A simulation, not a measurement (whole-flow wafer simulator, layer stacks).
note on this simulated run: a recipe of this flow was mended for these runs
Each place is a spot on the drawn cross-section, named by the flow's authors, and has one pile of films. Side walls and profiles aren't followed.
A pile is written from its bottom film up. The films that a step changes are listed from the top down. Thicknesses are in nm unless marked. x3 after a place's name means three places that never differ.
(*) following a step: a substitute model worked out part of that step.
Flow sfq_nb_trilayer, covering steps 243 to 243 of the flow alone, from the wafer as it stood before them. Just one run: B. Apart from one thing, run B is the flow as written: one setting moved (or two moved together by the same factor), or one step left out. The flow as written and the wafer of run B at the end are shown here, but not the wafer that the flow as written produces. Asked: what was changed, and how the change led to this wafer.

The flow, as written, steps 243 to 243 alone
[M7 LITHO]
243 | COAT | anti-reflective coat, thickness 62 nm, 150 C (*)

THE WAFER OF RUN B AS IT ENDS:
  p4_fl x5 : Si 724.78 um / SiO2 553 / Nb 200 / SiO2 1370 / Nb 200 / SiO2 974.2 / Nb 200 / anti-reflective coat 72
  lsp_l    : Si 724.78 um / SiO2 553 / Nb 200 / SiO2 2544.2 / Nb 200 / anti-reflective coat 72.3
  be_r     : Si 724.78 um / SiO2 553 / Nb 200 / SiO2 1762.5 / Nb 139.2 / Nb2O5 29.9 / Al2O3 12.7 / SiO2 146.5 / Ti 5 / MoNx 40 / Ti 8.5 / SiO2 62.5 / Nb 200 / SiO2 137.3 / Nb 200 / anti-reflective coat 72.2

Cause: step 243, COAT: thickness 72 nm was run, while the flow as written has thickness 62 nm.
One can read it off the wafer: p4_fl x5 has anti-reflective coat 72, and step 243 as written asks for 62 nm.

How this came from the change, step by step:
  243 | COAT | anti-reflective coat, thickness 62 nm, 150 C (*)
      p4_fl x5, p4_w1 x9, p3_s0 x15 and 48 more: anti-reflective coat gains 72 (new film) (it would be, as written: anti-reflective coat gains 62 (new film))
      lsp_l, ln_m5, lsp_m, ln_m6, lsp_r, l0_sur, l0v: anti-reflective coat gains 72.3 (new film) (it would be, as written: anti-reflective coat gains 62.3 (new film))
      (also at 22 further places)
